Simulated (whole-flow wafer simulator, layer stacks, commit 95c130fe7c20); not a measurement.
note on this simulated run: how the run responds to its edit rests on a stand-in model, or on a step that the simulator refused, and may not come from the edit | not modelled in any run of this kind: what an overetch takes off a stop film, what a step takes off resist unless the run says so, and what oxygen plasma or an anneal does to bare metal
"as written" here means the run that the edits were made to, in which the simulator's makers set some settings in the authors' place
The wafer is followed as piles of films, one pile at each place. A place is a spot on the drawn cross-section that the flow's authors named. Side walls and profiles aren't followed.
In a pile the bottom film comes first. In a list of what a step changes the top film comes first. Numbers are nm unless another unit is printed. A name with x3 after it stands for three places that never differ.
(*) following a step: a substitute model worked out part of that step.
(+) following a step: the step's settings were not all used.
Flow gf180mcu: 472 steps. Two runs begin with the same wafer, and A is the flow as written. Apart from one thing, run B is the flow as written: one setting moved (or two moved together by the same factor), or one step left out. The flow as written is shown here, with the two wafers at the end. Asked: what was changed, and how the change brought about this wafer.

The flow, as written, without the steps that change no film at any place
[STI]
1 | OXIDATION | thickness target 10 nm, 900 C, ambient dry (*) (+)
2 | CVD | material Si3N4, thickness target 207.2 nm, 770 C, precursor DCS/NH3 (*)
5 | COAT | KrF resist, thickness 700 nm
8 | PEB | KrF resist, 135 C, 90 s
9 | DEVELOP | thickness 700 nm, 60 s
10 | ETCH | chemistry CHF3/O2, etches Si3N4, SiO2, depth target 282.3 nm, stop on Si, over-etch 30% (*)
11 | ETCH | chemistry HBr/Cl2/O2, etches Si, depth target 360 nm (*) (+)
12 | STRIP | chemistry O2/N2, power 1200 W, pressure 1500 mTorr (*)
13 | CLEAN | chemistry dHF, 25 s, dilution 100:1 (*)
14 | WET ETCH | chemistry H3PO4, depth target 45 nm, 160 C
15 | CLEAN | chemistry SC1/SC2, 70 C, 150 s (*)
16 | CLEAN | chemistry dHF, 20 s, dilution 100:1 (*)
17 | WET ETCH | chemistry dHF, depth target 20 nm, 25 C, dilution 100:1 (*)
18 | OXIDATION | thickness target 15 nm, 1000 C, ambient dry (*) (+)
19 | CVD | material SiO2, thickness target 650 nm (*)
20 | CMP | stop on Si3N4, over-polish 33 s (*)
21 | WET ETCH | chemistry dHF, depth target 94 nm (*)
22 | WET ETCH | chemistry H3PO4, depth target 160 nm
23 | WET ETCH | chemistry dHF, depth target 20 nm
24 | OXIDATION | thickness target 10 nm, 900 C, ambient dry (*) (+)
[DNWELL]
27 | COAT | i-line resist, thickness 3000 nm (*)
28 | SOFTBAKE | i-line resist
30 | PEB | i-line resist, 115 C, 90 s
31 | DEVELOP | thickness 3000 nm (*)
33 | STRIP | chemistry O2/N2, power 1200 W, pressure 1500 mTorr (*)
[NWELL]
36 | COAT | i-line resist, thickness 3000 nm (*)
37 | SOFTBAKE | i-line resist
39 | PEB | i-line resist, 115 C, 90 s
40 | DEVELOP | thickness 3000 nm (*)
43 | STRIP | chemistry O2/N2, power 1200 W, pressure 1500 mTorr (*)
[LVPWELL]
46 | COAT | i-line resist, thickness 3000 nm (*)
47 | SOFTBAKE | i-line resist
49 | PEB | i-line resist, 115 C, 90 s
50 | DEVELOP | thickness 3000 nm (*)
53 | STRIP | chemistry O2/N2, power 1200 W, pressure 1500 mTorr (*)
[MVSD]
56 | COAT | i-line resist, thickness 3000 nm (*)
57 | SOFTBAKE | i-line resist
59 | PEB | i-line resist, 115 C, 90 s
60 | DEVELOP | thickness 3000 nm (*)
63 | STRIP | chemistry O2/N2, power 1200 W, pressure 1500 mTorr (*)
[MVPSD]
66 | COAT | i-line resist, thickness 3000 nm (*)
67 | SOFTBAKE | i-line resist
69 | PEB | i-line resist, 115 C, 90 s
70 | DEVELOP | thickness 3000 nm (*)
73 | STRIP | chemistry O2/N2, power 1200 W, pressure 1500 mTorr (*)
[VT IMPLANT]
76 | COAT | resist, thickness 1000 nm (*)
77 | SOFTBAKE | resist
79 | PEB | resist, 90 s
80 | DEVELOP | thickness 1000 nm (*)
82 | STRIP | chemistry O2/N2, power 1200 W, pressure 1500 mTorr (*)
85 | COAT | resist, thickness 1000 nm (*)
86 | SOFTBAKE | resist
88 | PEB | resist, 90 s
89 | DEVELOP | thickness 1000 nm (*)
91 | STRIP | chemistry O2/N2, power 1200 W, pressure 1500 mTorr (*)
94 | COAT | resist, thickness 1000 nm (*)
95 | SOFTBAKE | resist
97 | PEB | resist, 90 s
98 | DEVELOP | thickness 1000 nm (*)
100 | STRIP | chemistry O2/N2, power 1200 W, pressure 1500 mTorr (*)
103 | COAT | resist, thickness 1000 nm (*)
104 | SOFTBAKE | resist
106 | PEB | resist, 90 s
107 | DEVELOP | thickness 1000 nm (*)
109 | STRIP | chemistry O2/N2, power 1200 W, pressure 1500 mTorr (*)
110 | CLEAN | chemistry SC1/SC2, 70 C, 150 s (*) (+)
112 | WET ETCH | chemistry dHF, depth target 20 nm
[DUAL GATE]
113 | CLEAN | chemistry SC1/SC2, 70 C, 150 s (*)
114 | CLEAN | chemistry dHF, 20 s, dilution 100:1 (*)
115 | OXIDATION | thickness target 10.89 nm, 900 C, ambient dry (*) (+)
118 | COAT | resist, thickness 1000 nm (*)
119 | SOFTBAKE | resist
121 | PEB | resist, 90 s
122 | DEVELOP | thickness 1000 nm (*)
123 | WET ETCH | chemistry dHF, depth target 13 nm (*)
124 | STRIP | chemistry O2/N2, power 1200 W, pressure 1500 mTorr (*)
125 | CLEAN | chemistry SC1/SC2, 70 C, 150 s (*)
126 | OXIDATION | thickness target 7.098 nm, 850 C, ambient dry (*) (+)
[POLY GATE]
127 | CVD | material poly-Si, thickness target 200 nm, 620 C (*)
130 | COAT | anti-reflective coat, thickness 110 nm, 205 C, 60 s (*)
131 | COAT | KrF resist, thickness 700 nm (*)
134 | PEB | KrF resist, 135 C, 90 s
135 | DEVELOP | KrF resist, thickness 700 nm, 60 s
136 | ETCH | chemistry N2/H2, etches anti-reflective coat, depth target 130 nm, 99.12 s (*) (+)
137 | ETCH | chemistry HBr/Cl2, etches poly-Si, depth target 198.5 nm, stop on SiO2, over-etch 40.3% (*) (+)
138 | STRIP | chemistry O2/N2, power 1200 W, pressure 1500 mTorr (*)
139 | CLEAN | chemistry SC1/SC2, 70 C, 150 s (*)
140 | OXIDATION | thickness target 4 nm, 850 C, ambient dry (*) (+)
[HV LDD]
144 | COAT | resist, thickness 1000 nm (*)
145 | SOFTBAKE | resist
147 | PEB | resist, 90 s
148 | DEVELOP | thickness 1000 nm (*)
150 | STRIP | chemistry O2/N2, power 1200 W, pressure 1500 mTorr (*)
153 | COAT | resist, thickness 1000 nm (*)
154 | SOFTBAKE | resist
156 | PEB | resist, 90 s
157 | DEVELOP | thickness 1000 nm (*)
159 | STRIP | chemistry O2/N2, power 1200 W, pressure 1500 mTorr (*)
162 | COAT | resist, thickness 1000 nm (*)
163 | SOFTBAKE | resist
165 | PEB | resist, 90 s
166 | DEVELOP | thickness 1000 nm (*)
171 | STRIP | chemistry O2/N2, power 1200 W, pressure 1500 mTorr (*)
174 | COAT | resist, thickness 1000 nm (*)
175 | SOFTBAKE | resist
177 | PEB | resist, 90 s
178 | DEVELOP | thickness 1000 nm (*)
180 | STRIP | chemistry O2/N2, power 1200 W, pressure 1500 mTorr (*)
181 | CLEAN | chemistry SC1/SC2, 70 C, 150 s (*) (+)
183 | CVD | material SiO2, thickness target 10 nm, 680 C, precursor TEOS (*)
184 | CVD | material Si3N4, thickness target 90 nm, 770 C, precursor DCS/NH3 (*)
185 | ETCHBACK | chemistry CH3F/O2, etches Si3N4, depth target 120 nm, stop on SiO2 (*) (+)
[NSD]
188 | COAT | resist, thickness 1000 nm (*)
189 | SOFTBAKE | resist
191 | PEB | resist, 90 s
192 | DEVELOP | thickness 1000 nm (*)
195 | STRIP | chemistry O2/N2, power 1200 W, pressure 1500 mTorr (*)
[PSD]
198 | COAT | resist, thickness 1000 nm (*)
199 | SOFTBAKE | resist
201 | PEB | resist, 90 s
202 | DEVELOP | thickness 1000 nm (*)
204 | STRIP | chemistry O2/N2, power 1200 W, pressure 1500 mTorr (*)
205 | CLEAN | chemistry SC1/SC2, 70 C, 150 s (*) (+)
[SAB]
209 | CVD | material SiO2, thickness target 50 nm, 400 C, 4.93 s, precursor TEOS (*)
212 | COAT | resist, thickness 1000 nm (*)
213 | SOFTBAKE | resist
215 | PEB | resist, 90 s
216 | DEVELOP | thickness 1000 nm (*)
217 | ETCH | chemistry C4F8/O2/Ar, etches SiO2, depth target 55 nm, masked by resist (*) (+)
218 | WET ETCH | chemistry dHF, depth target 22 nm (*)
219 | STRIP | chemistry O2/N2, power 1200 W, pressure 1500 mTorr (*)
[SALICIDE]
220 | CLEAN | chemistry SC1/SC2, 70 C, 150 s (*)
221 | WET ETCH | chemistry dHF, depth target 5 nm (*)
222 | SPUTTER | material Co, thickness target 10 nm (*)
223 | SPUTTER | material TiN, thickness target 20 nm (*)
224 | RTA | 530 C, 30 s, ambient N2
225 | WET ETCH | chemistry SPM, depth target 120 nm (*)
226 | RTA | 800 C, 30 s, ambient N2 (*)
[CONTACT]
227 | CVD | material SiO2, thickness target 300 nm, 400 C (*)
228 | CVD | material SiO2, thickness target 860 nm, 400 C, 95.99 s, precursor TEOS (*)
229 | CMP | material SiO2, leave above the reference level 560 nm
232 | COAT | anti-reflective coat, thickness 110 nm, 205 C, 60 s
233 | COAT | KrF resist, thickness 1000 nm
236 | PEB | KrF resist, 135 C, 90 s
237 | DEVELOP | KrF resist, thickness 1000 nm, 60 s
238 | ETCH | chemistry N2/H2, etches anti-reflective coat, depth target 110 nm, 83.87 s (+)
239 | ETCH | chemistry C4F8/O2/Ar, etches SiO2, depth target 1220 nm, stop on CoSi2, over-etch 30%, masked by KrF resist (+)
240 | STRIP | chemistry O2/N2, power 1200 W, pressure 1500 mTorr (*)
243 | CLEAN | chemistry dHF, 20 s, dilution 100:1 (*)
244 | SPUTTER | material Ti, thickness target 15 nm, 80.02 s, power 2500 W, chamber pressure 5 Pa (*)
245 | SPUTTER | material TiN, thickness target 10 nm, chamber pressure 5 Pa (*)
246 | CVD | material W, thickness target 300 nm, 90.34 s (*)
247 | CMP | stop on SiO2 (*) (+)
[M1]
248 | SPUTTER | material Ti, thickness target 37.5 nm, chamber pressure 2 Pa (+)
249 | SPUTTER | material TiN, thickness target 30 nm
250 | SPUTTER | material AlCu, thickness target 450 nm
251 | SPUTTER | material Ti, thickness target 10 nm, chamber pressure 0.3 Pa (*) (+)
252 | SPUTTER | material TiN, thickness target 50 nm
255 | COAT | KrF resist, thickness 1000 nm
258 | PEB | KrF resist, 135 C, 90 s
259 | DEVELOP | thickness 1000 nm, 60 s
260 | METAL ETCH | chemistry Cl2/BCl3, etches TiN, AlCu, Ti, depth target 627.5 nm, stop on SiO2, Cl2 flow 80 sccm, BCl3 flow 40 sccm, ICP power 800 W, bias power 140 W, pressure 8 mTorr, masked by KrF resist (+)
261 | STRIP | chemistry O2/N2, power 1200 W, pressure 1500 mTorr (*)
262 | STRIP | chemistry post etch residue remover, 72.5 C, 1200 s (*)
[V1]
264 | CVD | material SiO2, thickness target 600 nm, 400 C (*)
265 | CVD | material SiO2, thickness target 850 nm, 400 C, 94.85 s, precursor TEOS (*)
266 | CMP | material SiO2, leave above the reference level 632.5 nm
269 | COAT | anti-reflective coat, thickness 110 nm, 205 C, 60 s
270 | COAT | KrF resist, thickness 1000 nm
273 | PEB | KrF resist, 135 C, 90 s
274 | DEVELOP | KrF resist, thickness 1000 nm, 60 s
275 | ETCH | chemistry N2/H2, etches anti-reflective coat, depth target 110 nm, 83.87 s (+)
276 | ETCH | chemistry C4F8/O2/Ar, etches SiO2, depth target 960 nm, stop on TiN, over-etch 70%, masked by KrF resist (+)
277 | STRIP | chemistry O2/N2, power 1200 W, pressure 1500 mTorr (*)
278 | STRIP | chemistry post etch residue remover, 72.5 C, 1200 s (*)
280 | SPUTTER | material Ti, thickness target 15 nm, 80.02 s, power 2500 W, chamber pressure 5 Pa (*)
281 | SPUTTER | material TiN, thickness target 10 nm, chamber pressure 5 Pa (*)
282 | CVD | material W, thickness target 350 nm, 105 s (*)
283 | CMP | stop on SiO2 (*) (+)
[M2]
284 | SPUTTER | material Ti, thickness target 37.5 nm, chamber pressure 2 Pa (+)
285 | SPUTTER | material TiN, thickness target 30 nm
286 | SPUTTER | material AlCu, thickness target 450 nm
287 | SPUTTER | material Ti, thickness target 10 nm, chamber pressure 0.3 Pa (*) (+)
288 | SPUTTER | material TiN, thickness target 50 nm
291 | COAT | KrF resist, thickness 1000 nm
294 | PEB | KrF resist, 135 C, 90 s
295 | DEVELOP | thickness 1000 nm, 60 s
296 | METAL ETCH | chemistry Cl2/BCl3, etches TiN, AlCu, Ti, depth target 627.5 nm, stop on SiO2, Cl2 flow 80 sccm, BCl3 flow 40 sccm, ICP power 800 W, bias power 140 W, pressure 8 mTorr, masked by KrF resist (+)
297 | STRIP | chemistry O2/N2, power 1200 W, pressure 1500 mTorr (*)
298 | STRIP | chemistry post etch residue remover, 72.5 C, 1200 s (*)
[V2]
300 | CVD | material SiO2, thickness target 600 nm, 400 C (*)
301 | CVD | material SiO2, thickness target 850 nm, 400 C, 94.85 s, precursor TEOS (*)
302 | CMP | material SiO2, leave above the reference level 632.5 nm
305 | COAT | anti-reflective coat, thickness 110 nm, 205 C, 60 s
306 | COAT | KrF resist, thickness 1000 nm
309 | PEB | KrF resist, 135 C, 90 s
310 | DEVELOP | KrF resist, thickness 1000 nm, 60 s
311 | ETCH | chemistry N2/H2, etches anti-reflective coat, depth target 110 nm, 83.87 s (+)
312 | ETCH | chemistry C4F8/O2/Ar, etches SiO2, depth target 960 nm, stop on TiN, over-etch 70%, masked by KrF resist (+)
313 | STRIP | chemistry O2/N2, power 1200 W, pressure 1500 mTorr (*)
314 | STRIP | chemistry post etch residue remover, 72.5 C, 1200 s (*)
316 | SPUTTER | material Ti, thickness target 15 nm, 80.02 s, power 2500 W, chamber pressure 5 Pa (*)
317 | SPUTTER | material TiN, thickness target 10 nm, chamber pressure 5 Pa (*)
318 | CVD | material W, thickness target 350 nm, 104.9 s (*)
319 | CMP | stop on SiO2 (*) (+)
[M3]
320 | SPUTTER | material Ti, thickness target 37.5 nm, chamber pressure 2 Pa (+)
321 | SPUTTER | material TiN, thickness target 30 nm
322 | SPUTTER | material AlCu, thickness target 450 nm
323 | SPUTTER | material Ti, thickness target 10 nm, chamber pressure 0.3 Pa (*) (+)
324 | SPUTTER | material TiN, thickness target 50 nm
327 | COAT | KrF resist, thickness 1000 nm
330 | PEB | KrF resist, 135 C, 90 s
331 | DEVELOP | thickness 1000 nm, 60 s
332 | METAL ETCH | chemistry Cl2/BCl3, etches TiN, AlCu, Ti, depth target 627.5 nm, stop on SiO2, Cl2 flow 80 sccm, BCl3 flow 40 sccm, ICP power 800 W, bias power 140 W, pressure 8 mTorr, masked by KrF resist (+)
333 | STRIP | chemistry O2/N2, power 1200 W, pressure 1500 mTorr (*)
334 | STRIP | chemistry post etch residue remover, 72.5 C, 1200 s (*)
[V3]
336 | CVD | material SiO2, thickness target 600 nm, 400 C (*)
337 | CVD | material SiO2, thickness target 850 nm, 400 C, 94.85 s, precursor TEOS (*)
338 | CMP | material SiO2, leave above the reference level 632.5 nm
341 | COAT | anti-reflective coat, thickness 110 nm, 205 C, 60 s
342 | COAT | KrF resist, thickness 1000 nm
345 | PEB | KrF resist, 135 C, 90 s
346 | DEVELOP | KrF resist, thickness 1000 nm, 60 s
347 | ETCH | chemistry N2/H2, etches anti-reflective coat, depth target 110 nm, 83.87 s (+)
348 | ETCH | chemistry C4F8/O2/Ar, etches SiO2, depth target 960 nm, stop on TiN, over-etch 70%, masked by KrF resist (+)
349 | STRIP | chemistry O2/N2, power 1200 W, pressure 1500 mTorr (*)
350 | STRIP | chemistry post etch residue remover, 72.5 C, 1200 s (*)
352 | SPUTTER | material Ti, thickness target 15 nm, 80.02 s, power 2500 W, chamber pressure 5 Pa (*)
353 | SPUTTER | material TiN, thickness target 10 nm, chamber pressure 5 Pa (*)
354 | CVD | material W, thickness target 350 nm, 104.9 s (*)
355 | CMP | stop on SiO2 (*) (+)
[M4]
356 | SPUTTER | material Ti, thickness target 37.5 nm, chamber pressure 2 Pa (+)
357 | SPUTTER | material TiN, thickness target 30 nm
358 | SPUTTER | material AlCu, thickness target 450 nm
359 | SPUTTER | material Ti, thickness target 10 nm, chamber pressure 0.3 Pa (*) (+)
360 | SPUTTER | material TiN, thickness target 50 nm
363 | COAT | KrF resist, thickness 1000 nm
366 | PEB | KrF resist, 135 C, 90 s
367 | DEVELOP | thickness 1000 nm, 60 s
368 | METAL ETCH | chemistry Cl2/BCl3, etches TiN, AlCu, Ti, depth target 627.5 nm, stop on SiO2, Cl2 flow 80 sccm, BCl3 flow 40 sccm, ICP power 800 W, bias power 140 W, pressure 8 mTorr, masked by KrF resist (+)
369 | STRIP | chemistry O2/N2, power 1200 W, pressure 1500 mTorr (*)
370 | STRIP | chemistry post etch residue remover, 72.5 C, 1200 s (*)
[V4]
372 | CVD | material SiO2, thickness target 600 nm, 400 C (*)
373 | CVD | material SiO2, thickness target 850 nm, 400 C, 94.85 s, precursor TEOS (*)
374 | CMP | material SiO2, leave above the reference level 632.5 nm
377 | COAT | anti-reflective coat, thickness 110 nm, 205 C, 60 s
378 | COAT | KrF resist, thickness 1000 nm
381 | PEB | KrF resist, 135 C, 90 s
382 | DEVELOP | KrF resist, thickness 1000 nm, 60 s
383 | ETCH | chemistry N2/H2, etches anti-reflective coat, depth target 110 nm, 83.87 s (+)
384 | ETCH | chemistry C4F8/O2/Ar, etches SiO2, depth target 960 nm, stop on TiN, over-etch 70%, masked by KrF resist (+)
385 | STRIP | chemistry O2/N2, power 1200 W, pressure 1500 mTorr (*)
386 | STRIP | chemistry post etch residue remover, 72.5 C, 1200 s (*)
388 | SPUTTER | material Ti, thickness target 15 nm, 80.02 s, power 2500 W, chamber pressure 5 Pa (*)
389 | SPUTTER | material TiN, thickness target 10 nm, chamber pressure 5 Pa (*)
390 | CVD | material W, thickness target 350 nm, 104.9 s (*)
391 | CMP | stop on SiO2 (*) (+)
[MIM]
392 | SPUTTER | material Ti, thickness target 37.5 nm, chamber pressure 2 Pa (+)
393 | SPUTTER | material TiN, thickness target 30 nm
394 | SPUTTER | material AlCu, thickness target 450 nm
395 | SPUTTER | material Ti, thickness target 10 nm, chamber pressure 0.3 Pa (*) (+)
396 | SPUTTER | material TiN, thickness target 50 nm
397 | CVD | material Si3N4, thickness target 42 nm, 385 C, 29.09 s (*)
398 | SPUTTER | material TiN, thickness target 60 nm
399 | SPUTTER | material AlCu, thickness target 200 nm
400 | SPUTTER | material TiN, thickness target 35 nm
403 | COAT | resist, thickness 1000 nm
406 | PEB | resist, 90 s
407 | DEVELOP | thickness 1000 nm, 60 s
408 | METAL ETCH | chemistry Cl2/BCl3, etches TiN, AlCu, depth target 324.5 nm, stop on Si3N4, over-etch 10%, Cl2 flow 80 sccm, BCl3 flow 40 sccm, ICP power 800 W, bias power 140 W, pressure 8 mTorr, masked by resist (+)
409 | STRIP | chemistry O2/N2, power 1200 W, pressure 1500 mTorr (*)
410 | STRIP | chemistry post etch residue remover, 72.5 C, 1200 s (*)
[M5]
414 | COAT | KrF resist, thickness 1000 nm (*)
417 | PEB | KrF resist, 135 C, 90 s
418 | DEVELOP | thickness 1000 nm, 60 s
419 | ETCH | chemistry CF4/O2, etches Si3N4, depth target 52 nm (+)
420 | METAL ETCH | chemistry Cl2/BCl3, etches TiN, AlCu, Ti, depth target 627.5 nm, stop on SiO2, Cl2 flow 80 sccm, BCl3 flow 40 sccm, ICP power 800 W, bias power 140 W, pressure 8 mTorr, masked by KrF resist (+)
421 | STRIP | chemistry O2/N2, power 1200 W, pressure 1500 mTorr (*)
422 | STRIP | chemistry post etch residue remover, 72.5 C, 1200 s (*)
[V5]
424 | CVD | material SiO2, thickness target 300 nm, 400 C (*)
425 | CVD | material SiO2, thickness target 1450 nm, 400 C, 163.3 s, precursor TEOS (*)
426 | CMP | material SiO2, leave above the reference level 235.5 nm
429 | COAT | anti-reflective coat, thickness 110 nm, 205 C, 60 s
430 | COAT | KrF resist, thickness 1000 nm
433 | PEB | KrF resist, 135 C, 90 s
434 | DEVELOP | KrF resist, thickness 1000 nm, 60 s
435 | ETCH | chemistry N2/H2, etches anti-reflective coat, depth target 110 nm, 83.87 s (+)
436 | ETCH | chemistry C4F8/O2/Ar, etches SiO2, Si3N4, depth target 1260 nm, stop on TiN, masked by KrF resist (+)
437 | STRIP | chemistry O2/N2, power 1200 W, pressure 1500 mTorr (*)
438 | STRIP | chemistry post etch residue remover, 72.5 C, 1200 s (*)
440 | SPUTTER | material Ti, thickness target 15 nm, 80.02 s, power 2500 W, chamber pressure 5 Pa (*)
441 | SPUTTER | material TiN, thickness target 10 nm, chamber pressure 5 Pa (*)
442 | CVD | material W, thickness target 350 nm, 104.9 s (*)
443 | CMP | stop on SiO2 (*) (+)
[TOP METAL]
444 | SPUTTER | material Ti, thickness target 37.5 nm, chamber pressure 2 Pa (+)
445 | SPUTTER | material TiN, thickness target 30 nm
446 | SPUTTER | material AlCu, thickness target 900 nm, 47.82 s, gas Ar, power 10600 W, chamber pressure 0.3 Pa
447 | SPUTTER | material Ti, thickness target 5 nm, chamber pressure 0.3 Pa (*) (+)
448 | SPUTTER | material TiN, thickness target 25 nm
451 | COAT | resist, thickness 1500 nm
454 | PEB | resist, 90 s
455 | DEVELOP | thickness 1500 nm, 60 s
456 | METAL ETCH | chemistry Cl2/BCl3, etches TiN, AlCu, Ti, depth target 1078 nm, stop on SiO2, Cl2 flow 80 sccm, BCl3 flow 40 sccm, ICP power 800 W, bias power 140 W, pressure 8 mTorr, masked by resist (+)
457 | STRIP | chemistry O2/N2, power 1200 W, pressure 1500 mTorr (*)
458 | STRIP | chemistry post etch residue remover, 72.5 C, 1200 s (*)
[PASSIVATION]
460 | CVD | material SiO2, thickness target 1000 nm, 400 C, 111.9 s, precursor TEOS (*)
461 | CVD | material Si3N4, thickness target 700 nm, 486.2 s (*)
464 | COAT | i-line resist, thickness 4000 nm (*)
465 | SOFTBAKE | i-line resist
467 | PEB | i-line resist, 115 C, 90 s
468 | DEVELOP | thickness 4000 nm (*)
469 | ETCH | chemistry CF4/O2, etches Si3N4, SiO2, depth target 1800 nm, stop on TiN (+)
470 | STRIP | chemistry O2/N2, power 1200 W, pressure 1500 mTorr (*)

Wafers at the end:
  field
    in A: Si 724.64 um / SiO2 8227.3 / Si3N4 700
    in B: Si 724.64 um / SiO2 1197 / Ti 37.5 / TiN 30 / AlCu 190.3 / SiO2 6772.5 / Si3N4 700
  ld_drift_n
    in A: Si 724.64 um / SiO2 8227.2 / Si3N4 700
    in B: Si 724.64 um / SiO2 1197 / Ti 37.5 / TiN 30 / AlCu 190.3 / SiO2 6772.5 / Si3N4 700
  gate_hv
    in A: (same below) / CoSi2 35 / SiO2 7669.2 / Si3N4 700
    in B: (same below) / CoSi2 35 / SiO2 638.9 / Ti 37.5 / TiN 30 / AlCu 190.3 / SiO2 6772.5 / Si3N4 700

Cause: step 260, METAL ETCH: depth target 314 nm was run, whereas the flow has depth target 627.5 nm.

How this came from the change, step by step:
  260 | METAL ETCH | chemistry Cl2/BCl3, etches TiN, AlCu, Ti, depth target 627.5 nm, stop on SiO2, Cl2 flow 80 sccm, BCl3 flow 40 sccm, ICP power 800 W, bias power 140 W, pressure 8 mTorr, masked by KrF resist (+)
      field, field__w1, field__w2 and 99 more: A TiN loses 50 (all of it), Ti loses 10 (all of it), AlCu loses 450 (all of it), TiN loses 30 (all of it), Ti loses 37.5 (all of it) | B TiN loses 50 (all of it), Ti loses 10 (all of it), AlCu loses 254
      field__w8, contact, m1 and 6 more: A KrF resist loses 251 | B KrF resist loses 125.6
  261 | STRIP | chemistry O2/N2, power 1200 W, pressure 1500 mTorr (*)
      field__w8, contact, m1 and 6 more: A KrF resist loses 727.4 (all of it) | B KrF resist loses 852.8 (all of it)
  262 | STRIP | chemistry post etch residue remover, 72.5 C, 1200 s (*)
      field, field__w1, field__w2 and 99 more: A nothing | B AlCu loses 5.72
  264 | CVD | material SiO2, thickness target 600 nm, 400 C (*)
      field, field__w1, field__w2 and 99 more: A SiO2 gains 600 | B SiO2 gains 600 (new film)
  266 | CMP | material SiO2, leave above the reference level 632.5 nm
      field, field__w1, field__w2 and 99 more: A SiO2 loses 300 | B SiO2 loses 557.8
With metal films that touch counted as one body, field has 1 body; the flow as written gives 0 bodies.
With metal films that touch counted as one body, ld_drift_n has 1 body; the flow as written gives 0 bodies.
With metal films that touch counted as one body, gate_hv has 2 bodies (between them, from the top down: SiO2 638.9); the flow as written gives 1 body.
